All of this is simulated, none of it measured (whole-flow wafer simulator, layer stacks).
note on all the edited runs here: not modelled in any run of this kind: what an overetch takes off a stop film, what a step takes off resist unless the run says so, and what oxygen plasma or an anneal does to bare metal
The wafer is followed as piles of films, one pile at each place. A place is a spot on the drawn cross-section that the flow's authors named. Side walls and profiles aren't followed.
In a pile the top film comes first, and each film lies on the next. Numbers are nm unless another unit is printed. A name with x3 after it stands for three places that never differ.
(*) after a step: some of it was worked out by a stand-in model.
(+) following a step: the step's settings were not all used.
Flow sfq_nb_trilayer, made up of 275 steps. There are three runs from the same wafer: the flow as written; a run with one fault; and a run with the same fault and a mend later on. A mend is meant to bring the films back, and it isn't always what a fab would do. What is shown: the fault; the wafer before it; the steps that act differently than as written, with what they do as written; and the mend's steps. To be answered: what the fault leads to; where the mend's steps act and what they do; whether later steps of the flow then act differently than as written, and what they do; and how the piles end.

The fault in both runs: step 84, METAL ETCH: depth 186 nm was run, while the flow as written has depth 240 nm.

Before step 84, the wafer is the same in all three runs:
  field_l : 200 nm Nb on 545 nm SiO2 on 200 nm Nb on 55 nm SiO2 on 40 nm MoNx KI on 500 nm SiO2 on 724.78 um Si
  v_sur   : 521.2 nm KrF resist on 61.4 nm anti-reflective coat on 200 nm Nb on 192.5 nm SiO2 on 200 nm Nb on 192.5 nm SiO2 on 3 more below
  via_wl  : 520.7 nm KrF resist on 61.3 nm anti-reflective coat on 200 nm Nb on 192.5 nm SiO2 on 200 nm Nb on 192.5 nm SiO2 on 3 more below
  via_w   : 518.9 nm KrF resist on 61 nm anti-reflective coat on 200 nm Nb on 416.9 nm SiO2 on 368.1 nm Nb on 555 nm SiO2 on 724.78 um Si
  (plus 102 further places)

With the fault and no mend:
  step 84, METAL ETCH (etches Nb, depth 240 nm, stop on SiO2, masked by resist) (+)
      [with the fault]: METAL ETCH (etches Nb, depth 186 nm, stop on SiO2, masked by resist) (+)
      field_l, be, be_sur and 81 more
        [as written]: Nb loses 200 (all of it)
        [with the fault]: Nb loses 186
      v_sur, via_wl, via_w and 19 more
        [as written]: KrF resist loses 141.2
        [with the fault]: KrF resist loses 109.4
  Steps later in the flow that act otherwise than as written:
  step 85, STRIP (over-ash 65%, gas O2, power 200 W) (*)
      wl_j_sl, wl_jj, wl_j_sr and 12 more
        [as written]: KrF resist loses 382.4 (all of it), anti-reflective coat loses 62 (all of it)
        [with the fault]: KrF resist loses 414.1 (all of it), anti-reflective coat loses 62 (all of it)
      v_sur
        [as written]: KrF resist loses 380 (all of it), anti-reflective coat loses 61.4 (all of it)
        [with the fault]: KrF resist loses 411.8 (all of it), anti-reflective coat loses 61.4 (all of it)
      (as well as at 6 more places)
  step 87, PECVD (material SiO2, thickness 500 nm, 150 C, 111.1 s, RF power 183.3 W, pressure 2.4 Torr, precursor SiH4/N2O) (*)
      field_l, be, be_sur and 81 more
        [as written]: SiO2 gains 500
        [with the fault]: SiO2 gains 500 (new film)
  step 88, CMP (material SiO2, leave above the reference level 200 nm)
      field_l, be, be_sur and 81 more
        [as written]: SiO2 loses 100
        [with the fault]: SiO2 loses 114
  By the end, the piles at field_l, be, be_sur and 81 more depart from the flow's by more than 2% or 0.5 nm, whichever is larger.
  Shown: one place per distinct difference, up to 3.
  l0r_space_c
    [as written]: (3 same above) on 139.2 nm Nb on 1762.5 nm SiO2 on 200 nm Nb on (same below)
    [with the fault]: (3 same above) on 139.2 nm Nb on 1163.5 nm SiO2 on 14 nm Nb on 585 nm SiO2 on 200 nm Nb on (same below)
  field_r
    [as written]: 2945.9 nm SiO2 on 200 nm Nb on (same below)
    [with the fault]: 2346.9 nm SiO2 on 14 nm Nb on 585 nm SiO2 on 200 nm Nb on (same below)
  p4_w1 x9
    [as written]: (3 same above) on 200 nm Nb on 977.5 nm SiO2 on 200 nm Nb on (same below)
    [with the fault]: (3 same above) on 200 nm Nb on 378.5 nm SiO2 on 14 nm Nb on 585 nm SiO2 on 200 nm Nb on (same below)

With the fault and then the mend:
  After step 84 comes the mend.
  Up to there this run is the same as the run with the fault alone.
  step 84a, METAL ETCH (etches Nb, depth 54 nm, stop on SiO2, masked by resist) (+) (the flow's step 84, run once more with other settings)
      field_l, be, be_sur and 81 more
        Nb loses 14 (all of it)
      v_sur, via_wl, via_w and 19 more
        KrF resist loses 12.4
  Steps later in the flow that act otherwise than as written:
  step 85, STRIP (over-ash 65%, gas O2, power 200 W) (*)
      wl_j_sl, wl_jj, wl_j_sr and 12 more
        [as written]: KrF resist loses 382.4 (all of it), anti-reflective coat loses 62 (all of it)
        [with the mend]: KrF resist loses 401.8 (all of it), anti-reflective coat loses 62 (all of it)
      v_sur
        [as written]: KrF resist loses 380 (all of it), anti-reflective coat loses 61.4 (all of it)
        [with the mend]: KrF resist loses 399.5 (all of it), anti-reflective coat loses 61.4 (all of it)
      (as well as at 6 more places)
  By the end, the piles equal the flow's at every place that both follow.
